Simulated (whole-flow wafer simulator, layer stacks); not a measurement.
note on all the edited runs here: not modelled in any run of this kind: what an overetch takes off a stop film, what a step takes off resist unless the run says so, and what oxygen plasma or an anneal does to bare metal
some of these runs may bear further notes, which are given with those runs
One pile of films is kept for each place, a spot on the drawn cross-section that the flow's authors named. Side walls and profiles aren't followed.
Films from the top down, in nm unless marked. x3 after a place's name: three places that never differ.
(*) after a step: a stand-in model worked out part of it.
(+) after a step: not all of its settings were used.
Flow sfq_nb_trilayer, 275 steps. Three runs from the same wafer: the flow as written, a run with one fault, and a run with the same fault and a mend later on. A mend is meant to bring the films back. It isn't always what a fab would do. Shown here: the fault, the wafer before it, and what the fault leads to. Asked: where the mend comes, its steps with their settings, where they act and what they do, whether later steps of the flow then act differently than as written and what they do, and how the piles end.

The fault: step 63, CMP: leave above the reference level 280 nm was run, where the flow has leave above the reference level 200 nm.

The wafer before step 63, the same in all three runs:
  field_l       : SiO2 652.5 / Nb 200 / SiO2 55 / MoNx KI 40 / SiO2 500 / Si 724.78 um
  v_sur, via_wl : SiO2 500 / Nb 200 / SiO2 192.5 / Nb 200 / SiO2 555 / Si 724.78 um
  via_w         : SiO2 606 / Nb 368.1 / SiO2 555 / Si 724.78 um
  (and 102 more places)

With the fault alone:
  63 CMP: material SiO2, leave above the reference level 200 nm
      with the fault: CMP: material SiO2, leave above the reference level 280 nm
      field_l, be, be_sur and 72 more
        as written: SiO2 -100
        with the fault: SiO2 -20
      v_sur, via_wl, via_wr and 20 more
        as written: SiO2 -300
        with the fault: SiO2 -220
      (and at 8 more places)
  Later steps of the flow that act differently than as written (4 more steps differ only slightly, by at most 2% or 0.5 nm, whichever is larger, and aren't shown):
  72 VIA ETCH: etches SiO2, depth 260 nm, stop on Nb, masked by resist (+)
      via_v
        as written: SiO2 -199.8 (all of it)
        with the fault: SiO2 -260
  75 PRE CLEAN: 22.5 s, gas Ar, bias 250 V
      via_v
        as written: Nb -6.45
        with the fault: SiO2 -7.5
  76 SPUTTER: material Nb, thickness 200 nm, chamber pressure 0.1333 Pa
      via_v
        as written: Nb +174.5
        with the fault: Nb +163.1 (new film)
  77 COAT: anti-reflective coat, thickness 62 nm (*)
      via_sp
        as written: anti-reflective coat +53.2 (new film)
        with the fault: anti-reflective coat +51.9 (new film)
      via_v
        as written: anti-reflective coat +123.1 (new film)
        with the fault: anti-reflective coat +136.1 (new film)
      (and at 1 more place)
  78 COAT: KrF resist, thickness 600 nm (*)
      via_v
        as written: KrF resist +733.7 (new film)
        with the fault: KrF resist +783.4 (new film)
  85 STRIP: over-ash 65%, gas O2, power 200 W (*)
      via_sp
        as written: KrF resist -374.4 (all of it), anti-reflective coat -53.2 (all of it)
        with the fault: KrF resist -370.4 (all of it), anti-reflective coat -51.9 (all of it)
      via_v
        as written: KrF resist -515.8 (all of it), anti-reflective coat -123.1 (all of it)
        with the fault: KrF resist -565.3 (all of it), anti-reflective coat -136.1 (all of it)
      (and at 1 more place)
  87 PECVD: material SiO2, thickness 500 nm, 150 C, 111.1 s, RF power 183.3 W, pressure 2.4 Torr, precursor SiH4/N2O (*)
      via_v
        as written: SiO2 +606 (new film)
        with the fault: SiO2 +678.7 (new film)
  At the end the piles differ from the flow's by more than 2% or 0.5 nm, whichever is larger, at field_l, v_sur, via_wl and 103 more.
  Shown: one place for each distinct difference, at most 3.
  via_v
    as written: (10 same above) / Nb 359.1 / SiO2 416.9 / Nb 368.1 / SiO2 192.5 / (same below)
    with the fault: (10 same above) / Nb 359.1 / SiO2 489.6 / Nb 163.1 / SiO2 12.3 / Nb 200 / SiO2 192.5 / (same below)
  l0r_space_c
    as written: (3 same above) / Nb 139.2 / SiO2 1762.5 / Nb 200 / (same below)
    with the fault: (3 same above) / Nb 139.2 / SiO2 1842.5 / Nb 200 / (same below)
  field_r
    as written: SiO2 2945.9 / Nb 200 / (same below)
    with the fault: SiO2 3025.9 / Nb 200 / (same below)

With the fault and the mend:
  The mend comes after step 64.
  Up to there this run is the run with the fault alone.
  64a CMP: material SiO2, leave above the reference level 200 nm (the flow's step 63 once more)
      field_l, v_sur, via_wl and 103 more
        SiO2 -80
  No later step of the flow acts differently than as written at any place that is followed.
  At the end the piles are the same as the flow's at every place that both follow.
